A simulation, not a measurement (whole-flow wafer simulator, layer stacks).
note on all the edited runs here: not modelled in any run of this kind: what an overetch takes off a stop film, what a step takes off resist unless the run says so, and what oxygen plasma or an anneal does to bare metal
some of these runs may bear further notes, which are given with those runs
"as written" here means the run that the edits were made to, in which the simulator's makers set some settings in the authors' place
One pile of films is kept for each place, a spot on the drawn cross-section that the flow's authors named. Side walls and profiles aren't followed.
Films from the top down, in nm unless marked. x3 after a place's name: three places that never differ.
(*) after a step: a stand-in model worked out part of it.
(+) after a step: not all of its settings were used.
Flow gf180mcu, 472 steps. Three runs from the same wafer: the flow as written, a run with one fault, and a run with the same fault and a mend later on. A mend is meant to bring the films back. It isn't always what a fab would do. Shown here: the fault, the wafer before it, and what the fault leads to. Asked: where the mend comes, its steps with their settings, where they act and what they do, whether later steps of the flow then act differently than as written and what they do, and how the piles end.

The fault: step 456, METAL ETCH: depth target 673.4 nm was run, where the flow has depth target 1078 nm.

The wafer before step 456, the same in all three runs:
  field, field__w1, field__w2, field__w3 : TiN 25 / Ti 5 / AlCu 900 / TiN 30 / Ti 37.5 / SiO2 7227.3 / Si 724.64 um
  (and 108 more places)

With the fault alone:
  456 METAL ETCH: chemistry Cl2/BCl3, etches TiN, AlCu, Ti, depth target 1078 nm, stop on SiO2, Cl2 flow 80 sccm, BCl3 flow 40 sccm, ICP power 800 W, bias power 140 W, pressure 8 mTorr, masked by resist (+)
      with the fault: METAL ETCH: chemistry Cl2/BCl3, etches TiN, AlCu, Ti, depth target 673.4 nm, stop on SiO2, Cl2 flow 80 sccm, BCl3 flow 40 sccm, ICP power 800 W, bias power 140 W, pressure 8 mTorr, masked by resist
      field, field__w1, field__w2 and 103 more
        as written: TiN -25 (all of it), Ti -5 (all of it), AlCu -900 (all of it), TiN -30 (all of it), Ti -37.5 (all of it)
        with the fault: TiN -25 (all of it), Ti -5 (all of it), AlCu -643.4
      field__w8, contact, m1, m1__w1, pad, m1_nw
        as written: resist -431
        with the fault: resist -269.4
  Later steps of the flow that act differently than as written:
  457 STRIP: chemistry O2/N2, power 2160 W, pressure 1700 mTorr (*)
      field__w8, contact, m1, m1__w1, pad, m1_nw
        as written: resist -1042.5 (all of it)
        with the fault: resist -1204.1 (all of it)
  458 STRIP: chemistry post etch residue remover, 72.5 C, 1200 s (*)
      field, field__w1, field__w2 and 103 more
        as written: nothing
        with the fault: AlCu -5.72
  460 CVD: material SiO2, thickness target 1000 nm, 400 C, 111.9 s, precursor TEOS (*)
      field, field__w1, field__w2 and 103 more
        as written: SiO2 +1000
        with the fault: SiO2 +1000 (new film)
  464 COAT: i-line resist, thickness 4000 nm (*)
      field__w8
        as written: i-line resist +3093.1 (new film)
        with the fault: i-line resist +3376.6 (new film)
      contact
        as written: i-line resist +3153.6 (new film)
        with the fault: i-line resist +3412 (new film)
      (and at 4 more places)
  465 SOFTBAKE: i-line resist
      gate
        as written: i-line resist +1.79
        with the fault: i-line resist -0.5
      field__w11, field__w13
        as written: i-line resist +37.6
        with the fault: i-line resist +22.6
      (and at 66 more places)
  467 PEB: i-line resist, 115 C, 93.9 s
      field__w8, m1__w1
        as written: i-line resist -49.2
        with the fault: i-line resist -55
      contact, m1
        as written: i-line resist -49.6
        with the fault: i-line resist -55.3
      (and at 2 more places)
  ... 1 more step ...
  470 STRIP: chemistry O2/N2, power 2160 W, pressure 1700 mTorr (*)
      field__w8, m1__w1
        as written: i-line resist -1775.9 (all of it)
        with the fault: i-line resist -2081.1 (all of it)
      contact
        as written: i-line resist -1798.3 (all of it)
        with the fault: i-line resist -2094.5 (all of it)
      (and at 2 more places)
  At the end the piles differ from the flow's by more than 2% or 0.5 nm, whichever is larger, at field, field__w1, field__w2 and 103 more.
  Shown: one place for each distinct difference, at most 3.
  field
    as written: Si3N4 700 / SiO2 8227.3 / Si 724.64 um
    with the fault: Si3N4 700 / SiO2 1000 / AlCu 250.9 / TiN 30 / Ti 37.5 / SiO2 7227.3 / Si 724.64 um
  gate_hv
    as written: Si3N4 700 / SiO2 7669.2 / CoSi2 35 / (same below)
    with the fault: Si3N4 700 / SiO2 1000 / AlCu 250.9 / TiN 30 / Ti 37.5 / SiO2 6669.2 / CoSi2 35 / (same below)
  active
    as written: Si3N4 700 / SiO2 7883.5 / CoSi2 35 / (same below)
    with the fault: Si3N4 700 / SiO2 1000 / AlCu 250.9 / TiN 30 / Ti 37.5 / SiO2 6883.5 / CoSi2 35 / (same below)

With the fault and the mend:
  The mend comes after step 456.
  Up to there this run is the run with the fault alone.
  456a METAL ETCH: chemistry Cl2/BCl3, etches TiN, AlCu, Ti, depth target 404.1 nm, stop on SiO2, Cl2 flow 80 sccm, BCl3 flow 40 sccm, ICP power 800 W, bias power 140 W, pressure 8 mTorr, masked by resist (+) (the flow's step 456 once more, with other settings)
      field, field__w1, field__w2 and 103 more
        AlCu -256.6 (all of it), TiN -30 (all of it), Ti -37.5 (all of it)
      field__w8, contact, m1, m1__w1, pad, m1_nw
        resist -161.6
  No later step of the flow acts differently than as written at any place that is followed.
  At the end the piles are the same as the flow's at every place that both follow.
